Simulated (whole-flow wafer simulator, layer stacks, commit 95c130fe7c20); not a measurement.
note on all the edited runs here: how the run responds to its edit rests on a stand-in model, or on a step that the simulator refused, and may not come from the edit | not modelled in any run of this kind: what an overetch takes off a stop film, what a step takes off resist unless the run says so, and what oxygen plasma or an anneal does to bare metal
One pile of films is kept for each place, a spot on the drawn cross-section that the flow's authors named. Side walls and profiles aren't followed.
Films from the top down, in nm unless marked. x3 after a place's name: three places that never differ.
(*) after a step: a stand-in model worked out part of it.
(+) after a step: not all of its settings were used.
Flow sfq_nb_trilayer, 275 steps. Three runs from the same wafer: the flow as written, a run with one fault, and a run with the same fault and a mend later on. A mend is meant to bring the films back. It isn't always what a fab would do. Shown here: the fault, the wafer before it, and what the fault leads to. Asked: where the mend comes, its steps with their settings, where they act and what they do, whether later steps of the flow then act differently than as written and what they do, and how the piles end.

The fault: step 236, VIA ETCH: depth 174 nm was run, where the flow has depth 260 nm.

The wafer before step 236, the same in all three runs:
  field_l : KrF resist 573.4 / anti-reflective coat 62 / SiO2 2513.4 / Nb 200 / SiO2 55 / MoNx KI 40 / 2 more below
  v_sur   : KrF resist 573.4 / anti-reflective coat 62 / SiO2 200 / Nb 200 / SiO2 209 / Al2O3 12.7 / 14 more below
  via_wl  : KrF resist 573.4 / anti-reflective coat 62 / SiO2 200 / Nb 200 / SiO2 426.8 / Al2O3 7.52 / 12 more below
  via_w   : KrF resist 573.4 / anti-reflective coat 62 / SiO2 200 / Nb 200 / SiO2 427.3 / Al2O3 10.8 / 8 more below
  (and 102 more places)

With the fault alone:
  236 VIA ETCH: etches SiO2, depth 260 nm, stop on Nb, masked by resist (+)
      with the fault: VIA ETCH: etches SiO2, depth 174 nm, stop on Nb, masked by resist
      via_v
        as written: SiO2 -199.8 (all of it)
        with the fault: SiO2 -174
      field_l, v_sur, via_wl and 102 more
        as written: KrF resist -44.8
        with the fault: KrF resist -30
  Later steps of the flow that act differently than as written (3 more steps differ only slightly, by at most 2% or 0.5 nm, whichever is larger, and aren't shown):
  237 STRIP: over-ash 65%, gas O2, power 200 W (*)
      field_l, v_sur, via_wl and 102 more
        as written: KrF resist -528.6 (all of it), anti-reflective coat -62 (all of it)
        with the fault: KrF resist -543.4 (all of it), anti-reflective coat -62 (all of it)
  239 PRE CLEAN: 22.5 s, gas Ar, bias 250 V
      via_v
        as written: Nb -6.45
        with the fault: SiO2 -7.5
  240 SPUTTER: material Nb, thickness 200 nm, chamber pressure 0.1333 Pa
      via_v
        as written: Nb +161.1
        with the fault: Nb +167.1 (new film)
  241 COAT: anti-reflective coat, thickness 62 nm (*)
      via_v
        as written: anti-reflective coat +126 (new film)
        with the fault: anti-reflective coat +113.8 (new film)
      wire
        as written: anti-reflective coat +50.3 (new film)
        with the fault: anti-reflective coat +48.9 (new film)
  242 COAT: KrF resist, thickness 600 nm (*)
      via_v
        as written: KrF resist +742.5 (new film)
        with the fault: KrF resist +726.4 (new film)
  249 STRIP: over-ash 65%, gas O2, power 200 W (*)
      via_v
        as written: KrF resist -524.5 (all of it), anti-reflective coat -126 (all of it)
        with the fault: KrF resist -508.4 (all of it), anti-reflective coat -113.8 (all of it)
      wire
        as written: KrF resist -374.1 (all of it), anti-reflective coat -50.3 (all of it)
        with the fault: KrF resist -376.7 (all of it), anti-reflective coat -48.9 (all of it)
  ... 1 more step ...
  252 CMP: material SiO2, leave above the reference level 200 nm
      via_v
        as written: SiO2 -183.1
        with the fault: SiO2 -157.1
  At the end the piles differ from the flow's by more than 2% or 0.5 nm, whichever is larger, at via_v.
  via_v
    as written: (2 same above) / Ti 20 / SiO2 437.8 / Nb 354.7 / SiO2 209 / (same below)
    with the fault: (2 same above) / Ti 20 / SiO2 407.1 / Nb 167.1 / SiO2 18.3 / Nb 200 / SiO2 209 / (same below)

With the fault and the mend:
  The mend comes after step 237.
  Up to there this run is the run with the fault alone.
  237a COAT: anti-reflective coat, thickness 62 nm (*) (the flow's step 229 once more)
      p4_fl x3, p4_w1 x9, p4_g1 x2 and 63 more
        anti-reflective coat +62 (new film)
      r_end, moat, field_r and 7 more
        anti-reflective coat +61.8 (new film)
      ce_l, c5j, ce_r, sp_r
        anti-reflective coat +61.6 (new film)
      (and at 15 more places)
  237b COAT: KrF resist, thickness 650 nm (*) (the flow's step 230 once more)
      p4_fl x3, p4_w1 x9, p4_g1 x2 and 63 more
        KrF resist +650 (new film)
      field_r, lsp_l, ln_m5, lsp_m, ln_m6, lsp_r, l0_sur, l0v
        KrF resist +649.6 (new film)
      r_sur, res
        KrF resist +649.4 (new film)
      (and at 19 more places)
  237c SOFTBAKE: KrF resist (the flow's step 231 once more)
      changes no film at any place that is followed
  237d EXPOSE: photomask I6, dose 11.91 mJ/cm2, NA 0.6, wavelength 248 nm (*) (the flow's step 232 once more)
      changes no film at any place that is followed
  237e PEB: KrF resist, 90 s (the flow's step 233 once more)
      ce_r, sp_r, be_r and 89 more
        KrF resist -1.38
      field_l, v_sur, via_wl and 8 more
        KrF resist -1.37
      via_wr, be
        KrF resist -1.36
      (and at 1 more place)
  237f DEVELOP: KrF resist, thickness 650 nm, 60 s (the flow's step 234 once more)
      field_l, v_sur, via_wl and 102 more
        KrF resist -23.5
      via_v
        KrF resist -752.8 (all of it)
  237g VIA ETCH: etches anti-reflective coat, depth 125 nm, masked by resist (+) (the flow's step 235 once more)
      field_l, v_sur, via_wl and 102 more
        KrF resist -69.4
      via_v
        anti-reflective coat -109 (all of it)
  237h VIA ETCH: etches SiO2, depth 86 nm, stop on Nb, masked by resist (+) (the flow's step 236 once more, with other settings)
      field_l, v_sur, via_wl and 102 more
        KrF resist -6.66
      via_v
        SiO2 -25.8 (all of it)
  237i STRIP: over-ash 65%, gas O2, power 200 W (*) (the flow's step 237 once more)
      p4_fl x3, p4_w1 x9, p4_g1 x2 and 63 more
        KrF resist -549 (all of it), anti-reflective coat -62 (all of it)
      lsp_l, ln_m5, lsp_m, ln_m6, lsp_r, l0_sur, l0v
        KrF resist -548.6 (all of it), anti-reflective coat -61.8 (all of it)
      r_end, moat, field_r
        KrF resist -548.5 (all of it), anti-reflective coat -61.8 (all of it)
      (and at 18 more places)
  No later step of the flow acts differently than as written at any place that is followed.
  At the end the piles are the same as the flow's at every place that both follow.
